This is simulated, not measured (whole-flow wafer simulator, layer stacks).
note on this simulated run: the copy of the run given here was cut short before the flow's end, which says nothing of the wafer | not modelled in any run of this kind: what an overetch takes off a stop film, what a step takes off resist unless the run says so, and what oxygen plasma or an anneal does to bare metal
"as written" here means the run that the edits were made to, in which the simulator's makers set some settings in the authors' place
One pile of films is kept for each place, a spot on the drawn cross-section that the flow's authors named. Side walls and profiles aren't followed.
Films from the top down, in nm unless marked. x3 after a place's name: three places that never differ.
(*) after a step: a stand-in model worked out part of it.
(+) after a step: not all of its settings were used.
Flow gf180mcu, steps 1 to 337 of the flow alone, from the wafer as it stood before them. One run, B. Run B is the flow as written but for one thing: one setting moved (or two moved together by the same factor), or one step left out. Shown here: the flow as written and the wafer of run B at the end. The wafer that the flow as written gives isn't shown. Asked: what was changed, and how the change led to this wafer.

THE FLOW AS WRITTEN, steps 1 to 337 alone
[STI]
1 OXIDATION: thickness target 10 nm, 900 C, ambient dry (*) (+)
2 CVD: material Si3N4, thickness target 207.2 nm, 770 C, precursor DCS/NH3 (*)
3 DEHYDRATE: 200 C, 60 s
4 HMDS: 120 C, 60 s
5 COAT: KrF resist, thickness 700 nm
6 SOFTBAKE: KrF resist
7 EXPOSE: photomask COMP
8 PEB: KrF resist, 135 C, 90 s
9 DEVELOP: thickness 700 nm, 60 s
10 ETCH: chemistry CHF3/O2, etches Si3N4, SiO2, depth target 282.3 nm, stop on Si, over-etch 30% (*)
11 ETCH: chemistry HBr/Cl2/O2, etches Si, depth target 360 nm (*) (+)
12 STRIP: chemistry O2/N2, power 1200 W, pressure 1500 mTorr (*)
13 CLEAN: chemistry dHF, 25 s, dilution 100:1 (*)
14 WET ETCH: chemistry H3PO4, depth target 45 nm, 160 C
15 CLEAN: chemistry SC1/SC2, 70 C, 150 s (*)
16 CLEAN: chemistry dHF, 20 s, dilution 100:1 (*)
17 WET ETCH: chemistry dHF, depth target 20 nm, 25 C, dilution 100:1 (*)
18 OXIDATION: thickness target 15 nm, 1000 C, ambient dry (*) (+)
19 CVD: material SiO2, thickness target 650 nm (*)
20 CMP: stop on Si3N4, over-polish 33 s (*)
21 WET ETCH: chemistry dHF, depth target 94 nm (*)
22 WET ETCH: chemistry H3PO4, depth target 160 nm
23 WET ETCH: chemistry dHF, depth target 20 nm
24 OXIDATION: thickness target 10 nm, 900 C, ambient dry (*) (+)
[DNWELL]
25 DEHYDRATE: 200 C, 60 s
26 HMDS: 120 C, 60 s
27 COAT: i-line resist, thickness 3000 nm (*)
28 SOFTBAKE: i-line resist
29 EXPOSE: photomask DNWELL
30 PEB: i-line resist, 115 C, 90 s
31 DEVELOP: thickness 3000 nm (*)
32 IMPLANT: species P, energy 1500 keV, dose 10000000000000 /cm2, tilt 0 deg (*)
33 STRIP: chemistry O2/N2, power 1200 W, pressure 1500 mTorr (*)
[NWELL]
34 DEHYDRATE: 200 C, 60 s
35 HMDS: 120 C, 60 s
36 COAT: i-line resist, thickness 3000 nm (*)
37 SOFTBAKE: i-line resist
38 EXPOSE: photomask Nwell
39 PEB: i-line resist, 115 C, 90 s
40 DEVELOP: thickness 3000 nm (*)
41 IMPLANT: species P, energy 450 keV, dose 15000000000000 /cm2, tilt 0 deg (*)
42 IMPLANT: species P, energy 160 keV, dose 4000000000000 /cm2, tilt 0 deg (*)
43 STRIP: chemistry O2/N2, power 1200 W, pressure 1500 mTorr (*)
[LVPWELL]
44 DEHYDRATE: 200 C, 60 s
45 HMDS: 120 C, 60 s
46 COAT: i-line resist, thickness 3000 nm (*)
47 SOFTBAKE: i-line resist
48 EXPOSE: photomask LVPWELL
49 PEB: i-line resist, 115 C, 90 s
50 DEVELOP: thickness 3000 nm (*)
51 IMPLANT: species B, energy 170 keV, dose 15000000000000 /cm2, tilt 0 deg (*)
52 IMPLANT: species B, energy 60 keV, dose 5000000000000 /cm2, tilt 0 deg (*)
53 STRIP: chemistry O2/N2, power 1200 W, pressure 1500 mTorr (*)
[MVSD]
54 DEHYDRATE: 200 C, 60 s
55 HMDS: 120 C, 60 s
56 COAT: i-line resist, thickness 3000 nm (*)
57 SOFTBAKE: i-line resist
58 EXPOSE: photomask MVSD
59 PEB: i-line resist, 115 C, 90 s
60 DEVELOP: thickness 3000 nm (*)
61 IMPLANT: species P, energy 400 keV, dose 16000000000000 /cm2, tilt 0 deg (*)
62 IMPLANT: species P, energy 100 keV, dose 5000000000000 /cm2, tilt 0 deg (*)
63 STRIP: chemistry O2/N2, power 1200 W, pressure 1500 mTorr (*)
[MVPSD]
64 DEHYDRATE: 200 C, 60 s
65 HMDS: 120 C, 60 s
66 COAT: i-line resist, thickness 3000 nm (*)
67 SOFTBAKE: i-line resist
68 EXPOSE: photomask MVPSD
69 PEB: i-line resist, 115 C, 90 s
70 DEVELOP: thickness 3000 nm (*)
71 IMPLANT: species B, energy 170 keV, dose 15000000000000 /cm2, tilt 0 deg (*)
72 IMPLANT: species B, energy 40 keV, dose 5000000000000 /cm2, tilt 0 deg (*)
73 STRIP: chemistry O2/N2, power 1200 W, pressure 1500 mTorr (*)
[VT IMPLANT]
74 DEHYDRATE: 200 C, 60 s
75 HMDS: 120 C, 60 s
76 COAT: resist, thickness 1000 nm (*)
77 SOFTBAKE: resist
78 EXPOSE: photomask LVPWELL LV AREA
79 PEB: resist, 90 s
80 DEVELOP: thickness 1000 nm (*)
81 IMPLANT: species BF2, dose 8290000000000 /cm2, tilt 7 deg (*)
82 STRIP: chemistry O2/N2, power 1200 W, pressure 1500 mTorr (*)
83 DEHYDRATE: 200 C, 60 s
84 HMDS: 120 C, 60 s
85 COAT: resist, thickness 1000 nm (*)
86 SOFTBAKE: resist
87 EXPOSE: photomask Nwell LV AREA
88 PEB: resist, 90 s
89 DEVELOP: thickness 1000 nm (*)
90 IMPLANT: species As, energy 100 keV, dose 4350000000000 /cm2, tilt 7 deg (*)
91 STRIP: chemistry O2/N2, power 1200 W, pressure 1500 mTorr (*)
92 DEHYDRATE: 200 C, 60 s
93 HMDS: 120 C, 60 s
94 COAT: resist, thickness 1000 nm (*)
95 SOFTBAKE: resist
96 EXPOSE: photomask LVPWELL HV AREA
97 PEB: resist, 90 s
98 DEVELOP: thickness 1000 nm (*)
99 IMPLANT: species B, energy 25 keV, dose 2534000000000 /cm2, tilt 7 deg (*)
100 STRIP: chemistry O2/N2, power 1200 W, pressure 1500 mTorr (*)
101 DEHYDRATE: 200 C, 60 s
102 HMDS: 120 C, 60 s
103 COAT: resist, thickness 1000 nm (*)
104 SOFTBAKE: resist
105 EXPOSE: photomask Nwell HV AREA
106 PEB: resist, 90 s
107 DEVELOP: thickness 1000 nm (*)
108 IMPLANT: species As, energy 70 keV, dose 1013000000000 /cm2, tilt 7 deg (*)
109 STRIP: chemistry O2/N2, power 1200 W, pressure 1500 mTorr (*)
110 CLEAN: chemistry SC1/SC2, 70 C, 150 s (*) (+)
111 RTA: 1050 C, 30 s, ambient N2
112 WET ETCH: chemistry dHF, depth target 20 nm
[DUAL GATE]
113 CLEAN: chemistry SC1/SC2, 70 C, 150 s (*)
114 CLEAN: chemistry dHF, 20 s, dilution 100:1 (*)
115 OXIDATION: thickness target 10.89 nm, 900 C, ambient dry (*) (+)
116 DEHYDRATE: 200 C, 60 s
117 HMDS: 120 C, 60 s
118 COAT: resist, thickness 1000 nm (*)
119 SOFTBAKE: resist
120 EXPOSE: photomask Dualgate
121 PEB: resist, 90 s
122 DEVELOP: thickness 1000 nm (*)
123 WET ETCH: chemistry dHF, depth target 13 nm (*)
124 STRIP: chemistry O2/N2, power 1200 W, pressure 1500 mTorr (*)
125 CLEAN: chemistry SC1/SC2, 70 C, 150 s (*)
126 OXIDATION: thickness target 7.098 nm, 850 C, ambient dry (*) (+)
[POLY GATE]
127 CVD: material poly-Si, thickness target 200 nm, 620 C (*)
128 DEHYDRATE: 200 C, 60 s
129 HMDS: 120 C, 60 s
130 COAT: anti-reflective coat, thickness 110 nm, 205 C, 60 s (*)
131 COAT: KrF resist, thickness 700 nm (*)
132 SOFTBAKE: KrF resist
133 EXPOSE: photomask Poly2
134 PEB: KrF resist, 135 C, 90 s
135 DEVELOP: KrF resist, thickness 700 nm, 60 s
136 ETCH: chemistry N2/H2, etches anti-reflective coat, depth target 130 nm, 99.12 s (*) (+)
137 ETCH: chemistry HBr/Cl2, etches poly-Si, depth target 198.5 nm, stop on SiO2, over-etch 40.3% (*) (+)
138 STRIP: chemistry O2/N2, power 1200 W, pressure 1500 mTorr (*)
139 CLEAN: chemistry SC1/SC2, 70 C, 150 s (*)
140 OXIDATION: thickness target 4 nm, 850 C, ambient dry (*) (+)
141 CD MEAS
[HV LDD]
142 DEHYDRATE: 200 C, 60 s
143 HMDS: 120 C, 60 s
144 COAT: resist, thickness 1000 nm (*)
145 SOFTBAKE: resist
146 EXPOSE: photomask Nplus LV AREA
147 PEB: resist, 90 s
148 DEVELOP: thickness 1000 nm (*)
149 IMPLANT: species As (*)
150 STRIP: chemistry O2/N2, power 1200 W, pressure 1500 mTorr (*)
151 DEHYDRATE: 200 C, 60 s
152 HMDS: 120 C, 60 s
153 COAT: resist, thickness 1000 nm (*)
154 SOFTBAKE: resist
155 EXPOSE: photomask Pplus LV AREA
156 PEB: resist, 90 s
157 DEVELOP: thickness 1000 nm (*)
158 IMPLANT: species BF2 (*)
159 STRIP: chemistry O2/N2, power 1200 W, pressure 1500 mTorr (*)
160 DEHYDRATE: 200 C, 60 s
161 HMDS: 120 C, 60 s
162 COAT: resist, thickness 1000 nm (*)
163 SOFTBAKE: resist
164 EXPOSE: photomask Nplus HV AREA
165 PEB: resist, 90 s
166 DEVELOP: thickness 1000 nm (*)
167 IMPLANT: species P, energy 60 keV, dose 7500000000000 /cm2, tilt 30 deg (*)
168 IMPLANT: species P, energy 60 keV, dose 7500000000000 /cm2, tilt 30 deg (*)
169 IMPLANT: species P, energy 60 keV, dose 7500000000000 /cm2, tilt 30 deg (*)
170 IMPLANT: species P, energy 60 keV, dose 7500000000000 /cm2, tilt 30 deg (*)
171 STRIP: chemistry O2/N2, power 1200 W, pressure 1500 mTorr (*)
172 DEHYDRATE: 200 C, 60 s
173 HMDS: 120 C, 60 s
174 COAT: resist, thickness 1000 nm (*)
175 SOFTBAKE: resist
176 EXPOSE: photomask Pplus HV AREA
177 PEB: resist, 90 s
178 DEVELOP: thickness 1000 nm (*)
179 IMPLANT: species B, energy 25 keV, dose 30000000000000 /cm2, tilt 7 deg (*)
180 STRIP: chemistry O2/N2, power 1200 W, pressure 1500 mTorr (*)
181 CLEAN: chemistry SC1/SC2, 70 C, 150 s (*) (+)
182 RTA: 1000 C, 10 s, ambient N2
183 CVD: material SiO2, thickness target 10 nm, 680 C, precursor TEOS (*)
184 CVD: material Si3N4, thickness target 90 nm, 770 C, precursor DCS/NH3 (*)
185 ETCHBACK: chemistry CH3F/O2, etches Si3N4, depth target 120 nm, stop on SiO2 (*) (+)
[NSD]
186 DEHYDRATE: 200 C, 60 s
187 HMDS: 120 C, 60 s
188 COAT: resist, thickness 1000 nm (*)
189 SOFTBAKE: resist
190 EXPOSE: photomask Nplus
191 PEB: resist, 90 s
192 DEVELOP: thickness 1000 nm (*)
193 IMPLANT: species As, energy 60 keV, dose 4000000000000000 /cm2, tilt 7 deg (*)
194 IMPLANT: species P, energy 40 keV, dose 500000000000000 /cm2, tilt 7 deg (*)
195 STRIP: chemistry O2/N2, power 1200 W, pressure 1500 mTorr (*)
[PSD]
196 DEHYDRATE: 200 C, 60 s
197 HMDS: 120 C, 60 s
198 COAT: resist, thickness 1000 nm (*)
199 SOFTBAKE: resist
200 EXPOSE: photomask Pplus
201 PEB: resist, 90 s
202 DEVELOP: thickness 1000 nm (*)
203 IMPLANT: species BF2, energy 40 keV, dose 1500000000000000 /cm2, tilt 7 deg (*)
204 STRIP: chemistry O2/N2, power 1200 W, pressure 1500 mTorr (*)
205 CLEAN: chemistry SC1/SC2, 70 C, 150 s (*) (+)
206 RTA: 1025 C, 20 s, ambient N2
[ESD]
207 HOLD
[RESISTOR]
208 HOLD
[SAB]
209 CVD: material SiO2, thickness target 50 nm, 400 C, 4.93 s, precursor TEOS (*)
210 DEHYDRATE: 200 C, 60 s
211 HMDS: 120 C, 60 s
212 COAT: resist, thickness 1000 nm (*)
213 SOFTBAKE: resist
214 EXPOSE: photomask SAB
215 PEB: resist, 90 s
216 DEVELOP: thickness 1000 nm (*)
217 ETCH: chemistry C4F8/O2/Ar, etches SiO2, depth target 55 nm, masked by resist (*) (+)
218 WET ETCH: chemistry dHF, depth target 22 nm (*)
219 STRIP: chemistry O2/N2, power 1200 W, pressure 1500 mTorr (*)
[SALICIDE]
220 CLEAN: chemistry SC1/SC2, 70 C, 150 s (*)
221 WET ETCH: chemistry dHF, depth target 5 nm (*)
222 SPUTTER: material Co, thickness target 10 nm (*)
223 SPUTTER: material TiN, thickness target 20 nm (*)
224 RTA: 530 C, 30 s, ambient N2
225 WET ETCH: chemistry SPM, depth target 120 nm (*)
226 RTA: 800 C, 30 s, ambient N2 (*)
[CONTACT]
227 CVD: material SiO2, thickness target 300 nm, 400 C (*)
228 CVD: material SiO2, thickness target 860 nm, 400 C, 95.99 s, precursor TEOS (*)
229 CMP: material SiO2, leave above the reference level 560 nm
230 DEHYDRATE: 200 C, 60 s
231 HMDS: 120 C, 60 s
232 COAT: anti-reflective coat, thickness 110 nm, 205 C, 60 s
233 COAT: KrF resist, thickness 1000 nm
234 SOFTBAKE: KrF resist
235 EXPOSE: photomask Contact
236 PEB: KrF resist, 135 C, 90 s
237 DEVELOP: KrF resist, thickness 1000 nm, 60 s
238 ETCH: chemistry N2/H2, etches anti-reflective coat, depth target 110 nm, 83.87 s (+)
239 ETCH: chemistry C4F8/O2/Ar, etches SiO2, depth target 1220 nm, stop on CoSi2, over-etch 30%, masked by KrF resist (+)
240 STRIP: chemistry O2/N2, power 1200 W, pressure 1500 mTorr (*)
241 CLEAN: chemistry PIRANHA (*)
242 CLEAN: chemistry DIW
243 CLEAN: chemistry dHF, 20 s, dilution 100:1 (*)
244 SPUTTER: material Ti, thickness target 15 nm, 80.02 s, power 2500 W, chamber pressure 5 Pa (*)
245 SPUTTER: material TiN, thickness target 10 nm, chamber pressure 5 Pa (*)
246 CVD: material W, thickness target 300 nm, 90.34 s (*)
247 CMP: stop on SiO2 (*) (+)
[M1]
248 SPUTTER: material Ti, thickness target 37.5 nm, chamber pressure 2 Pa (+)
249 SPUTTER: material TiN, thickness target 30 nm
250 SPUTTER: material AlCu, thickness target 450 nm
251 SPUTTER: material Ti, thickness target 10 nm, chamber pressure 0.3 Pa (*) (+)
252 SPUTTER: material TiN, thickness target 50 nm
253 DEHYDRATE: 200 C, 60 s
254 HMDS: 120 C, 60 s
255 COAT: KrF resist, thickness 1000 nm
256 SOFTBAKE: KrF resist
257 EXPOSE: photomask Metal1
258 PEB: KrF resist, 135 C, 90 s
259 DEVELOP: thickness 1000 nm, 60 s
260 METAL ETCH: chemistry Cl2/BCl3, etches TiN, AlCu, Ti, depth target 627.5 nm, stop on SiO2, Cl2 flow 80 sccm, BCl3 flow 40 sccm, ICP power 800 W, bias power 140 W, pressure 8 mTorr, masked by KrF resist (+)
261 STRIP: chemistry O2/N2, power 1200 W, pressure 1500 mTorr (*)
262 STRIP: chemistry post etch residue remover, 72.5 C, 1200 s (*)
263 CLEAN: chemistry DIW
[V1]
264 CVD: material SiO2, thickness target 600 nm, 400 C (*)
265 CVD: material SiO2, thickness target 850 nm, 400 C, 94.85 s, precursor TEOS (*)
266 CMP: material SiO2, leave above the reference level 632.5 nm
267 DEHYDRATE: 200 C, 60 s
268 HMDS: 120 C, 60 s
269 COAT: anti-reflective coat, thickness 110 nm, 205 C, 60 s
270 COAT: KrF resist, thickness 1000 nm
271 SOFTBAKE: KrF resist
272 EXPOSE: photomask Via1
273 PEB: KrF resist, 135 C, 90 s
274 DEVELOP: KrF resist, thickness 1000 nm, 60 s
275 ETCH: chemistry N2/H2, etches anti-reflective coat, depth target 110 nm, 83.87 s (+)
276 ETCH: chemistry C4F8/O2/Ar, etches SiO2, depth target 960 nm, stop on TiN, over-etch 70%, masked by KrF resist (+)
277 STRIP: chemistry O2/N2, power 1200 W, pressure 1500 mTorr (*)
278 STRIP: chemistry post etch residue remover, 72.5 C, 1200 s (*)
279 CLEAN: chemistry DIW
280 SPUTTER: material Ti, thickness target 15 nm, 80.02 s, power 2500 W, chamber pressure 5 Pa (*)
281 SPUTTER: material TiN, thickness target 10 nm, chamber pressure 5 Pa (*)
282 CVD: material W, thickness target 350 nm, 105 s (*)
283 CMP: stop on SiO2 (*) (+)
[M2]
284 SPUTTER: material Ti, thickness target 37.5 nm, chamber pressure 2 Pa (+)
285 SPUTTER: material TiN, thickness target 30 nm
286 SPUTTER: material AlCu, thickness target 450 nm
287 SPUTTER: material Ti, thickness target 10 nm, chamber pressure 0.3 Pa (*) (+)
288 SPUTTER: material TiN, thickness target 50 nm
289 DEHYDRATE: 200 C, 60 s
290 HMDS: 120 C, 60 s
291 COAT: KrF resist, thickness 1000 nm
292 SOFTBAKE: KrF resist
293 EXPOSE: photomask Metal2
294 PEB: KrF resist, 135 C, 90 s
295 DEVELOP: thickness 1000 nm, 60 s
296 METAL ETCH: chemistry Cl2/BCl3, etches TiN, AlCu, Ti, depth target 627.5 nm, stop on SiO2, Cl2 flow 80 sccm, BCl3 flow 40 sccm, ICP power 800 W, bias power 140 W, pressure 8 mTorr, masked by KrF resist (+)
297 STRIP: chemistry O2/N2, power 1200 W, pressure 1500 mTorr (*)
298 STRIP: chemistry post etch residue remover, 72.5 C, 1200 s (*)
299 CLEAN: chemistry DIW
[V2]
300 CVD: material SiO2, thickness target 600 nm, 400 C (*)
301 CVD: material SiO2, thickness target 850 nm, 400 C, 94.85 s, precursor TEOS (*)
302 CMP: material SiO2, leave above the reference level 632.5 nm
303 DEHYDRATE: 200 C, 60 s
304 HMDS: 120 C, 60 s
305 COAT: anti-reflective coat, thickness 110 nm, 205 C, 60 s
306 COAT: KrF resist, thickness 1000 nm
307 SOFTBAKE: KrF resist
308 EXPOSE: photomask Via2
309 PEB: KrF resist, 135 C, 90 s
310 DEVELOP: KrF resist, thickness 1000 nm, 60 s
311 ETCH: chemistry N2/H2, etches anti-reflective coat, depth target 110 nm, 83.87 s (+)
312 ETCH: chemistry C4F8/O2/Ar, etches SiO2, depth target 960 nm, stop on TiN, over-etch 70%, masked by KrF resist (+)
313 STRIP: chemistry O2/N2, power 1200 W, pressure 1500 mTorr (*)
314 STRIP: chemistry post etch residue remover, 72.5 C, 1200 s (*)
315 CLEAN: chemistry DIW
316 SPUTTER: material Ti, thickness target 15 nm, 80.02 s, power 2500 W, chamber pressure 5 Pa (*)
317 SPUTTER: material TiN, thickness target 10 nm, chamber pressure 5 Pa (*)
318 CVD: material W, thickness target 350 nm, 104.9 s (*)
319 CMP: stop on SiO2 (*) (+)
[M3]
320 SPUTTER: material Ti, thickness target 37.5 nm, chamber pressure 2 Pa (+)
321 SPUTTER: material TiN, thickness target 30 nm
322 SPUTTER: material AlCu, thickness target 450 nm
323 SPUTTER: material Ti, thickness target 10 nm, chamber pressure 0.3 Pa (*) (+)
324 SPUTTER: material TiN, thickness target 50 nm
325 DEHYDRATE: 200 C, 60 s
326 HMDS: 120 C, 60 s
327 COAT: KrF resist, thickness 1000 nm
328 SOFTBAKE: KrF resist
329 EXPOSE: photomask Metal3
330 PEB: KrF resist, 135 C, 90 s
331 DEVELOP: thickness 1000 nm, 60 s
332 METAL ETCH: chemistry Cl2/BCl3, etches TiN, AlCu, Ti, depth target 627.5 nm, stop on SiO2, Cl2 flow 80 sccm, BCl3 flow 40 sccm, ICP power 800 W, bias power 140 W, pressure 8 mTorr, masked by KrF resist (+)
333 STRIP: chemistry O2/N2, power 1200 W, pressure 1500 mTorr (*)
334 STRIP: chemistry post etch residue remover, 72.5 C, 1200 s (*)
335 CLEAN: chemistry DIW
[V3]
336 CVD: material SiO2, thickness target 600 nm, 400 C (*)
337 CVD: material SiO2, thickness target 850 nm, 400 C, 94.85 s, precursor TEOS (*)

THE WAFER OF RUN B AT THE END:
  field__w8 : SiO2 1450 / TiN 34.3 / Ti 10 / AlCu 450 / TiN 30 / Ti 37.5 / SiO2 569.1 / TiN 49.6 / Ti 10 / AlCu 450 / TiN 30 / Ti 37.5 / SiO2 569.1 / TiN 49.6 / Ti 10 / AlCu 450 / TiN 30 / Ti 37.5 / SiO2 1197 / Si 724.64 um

The cause: step 324, SPUTTER: thickness target 34.7 nm was run, where the flow has thickness target 50 nm.

How the change led to this, step by step:
  324 SPUTTER: material TiN, thickness target 50 nm
      field, field__w1, field__w2 and 108 more: TiN +34.7 (new film) (as written it would be: TiN +50 (new film))
  332 METAL ETCH: chemistry Cl2/BCl3, etches TiN, AlCu, Ti, depth target 627.5 nm, stop on SiO2, Cl2 flow 80 sccm, BCl3 flow 40 sccm, ICP power 800 W, bias power 140 W, pressure 8 mTorr, masked by KrF resist (+)
      field, field__w1, field__w2 and 103 more: TiN -34.7 (all of it), Ti -10 (all of it), AlCu -450 (all of it), TiN -30 (all of it), Ti -37.5 (all of it) (as written it would be: TiN -50 (all of it), Ti -10 (all of it), AlCu -450 (all of it), TiN -30 (all of it), Ti -37.5 (all of it))
